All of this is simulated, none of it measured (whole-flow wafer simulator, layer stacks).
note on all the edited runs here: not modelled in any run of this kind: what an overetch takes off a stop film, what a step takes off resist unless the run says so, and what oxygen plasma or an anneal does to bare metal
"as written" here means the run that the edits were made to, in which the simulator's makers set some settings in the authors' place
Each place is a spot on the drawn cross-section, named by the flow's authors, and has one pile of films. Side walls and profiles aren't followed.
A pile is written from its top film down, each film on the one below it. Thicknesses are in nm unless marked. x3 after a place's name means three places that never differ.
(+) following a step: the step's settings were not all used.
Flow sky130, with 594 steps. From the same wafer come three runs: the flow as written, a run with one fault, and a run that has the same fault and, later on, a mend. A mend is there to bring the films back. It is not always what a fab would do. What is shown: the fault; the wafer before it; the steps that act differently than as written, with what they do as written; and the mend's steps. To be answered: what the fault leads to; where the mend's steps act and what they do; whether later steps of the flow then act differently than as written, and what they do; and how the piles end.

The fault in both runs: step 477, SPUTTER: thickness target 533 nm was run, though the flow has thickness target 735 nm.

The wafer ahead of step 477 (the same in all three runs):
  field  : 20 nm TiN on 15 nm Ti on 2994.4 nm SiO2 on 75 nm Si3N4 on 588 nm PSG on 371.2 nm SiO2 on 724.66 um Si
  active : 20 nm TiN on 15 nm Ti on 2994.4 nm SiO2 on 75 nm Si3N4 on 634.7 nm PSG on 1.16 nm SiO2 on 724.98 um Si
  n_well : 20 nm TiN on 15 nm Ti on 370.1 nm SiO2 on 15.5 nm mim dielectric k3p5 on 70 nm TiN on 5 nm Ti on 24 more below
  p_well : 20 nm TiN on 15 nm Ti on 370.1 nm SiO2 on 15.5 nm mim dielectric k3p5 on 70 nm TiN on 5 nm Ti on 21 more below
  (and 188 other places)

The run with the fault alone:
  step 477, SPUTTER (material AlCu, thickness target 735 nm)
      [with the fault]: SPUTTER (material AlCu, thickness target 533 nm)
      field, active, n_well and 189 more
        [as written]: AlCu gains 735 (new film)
        [with the fault]: AlCu gains 533 (new film)
  Steps further on in the flow that do not act as written (4 other steps are not shown; they differ only slightly, by no more than 2% or 0.5 nm, whichever is larger):
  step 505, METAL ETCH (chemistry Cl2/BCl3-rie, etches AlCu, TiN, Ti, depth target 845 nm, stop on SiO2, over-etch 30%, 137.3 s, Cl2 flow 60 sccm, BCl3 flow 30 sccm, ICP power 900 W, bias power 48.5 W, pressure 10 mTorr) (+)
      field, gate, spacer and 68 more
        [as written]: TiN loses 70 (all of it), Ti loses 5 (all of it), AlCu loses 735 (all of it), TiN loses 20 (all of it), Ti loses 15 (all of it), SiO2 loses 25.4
        [with the fault]: TiN loses 70 (all of it), Ti loses 5 (all of it), AlCu loses 533 (all of it), TiN loses 20 (all of it), Ti loses 15 (all of it), SiO2 loses 45.6
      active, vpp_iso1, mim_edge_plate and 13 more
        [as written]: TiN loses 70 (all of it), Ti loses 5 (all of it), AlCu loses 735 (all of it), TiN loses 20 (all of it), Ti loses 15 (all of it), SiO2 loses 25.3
        [with the fault]: TiN loses 70 (all of it), Ti loses 5 (all of it), AlCu loses 533 (all of it), TiN loses 20 (all of it), Ti loses 15 (all of it), SiO2 loses 45.6
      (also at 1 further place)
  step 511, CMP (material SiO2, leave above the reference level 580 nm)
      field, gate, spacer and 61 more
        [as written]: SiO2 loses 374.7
        [with the fault]: SiO2 loses 556.4
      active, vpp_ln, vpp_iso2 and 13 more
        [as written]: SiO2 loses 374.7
        [with the fault]: SiO2 loses 556.5
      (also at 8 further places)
  The piles end different from the flow's at field, active, n_well and 190 more by more than 2% or 0.5 nm, whichever is larger.
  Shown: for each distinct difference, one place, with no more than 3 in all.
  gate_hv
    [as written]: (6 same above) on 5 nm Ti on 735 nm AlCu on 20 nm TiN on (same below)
    [with the fault]: (6 same above) on 5 nm Ti on 533 nm AlCu on 20 nm TiN on (same below)
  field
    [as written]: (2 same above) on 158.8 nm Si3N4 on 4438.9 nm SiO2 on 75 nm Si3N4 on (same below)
    [with the fault]: (2 same above) on 158.8 nm Si3N4 on 4236.9 nm SiO2 on 75 nm Si3N4 on (same below)
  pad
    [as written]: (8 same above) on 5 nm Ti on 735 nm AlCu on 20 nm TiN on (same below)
    [with the fault]: (8 same above) on 5 nm Ti on 533 nm AlCu on 20 nm TiN on (same below)

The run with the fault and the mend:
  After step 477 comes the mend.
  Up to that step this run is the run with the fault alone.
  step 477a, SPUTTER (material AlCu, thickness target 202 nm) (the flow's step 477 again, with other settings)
      field, active, n_well and 189 more
        AlCu gains 202
  Later steps of the flow that are run all act as written at every place that is followed.
  At every place that both follow, the piles at the end match the flow's.
